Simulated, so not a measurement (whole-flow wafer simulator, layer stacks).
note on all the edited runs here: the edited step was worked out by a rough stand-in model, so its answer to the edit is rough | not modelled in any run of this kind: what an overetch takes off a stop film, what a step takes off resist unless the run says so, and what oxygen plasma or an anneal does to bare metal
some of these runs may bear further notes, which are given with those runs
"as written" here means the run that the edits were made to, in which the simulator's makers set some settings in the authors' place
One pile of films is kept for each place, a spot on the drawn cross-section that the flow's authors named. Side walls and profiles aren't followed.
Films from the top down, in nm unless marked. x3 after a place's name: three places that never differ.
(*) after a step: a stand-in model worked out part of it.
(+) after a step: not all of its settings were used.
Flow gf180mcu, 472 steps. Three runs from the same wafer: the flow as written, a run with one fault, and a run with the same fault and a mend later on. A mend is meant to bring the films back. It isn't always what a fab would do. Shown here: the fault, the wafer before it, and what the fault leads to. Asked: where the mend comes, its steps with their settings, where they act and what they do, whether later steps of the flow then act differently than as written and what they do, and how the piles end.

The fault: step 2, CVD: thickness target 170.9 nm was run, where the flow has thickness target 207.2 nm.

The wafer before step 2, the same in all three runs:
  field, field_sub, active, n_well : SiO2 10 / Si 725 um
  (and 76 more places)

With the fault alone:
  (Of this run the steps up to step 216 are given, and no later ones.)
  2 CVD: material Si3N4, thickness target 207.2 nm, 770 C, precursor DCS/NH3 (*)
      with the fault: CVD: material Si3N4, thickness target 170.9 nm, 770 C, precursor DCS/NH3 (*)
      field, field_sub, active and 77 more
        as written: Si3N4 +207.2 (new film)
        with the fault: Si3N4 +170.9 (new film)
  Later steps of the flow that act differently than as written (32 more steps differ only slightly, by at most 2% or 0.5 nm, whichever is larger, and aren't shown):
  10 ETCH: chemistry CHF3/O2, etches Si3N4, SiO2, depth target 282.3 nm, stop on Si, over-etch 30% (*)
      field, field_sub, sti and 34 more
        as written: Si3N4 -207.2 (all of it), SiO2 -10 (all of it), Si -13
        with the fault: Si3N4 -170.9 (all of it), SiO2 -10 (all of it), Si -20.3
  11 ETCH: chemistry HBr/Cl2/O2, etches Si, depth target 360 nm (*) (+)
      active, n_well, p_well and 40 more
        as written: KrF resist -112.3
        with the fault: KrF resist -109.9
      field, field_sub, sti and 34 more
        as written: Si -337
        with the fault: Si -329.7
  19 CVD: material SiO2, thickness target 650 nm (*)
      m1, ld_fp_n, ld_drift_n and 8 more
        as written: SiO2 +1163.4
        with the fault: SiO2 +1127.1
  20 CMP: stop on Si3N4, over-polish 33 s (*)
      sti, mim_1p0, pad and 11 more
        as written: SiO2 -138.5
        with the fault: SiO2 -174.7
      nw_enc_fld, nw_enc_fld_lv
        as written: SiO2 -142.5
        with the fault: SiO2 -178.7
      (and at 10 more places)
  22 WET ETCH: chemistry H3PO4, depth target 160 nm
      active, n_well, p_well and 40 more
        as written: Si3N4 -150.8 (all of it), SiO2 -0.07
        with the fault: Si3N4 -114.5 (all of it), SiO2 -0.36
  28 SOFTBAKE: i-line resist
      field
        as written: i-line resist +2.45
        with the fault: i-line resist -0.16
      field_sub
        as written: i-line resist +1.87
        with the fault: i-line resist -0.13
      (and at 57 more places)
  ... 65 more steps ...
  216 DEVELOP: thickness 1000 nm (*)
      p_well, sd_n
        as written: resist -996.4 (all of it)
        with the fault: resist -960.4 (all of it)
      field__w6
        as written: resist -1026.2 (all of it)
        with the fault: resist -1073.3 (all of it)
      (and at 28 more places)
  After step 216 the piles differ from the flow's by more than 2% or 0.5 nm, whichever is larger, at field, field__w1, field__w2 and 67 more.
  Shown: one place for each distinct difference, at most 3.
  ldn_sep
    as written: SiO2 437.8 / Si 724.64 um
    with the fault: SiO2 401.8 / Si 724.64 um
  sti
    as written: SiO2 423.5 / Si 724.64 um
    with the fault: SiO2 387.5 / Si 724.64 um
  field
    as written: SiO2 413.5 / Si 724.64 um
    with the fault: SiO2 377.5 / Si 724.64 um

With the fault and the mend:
  The mend comes after step 2.
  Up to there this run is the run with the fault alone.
  2a CVD: material Si3N4, thickness target 36.25 nm, 770 C, precursor DCS/NH3 (*) (the flow's step 2 once more, with other settings)
      field, field_sub, active and 77 more
        Si3N4 +36.2
  No later step of the flow acts differently than as written at any place that is followed.
  At the end the piles are the same as the flow's at every place that both follow.
